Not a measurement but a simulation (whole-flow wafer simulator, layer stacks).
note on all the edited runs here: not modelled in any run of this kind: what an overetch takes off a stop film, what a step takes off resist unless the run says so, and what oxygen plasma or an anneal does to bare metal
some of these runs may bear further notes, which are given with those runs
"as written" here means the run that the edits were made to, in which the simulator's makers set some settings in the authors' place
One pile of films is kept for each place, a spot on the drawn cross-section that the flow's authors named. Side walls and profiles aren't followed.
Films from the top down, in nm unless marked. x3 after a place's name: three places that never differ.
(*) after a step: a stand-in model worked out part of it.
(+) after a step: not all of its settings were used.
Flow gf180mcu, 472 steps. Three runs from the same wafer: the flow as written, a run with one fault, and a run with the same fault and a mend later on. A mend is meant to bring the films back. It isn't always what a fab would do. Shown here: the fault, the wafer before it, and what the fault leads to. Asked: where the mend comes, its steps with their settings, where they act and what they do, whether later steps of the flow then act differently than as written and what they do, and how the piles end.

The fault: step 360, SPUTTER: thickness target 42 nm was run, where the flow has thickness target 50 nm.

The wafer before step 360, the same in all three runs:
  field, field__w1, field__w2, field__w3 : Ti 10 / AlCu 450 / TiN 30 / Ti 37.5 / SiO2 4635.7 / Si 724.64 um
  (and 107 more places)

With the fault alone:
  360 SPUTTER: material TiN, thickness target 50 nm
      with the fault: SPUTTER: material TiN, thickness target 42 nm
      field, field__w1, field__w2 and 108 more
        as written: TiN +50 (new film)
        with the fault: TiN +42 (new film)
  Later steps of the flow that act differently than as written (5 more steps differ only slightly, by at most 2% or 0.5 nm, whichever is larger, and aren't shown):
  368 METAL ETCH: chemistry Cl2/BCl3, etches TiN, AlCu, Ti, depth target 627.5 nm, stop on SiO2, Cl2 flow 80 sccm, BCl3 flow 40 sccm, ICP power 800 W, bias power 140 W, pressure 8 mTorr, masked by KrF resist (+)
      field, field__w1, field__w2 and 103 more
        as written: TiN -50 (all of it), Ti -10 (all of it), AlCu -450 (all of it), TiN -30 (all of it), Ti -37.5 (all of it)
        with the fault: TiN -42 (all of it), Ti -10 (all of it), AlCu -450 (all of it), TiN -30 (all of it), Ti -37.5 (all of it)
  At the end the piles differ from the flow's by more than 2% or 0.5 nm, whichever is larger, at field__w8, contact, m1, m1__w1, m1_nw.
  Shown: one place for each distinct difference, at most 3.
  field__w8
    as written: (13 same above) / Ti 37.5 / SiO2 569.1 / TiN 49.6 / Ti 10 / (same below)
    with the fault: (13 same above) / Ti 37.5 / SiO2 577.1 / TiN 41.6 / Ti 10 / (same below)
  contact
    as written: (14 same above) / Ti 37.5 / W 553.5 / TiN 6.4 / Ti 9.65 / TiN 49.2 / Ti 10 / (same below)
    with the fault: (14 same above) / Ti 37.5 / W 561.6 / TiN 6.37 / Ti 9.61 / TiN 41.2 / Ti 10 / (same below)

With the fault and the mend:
  The mend comes after step 367.
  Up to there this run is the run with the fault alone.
  367a STRIP: chemistry O2/N2, power 2160 W, pressure 1700 mTorr (*)
      field__w8, contact, m1, m1__w1, m1_nw
        KrF resist -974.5 (all of it)
  367b SPUTTER: material TiN, thickness target 8 nm (the flow's step 360 once more, with other settings)
      field, field__w1, field__w2 and 108 more
        TiN +8
  367c HMDS: 120 C, 60 s (the flow's step 362 once more)
      changes no film at any place that is followed
  367d COAT: KrF resist, thickness 1000 nm (the flow's step 363 once more)
      field, field__w1, field__w2 and 108 more
        KrF resist +1000 (new film)
  367e SOFTBAKE: KrF resist (the flow's step 364 once more)
      changes no film at any place that is followed
  367f EXPOSE: photomask Metal4 (the flow's step 365 once more)
      changes no film at any place that is followed
  367g PEB: KrF resist, 135 C, 90 s (the flow's step 366 once more)
      field, field__w1, field__w2 and 108 more
        KrF resist -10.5
  367h DEVELOP: thickness 1000 nm, 60 s (the flow's step 367 once more)
      field, field__w1, field__w2 and 103 more
        KrF resist -989.5 (all of it)
      field__w8, contact, m1, m1__w1, m1_nw
        KrF resist -14.9
  No later step of the flow acts differently than as written at any place that is followed.
  At the end the piles are the same as the flow's at every place that both follow.
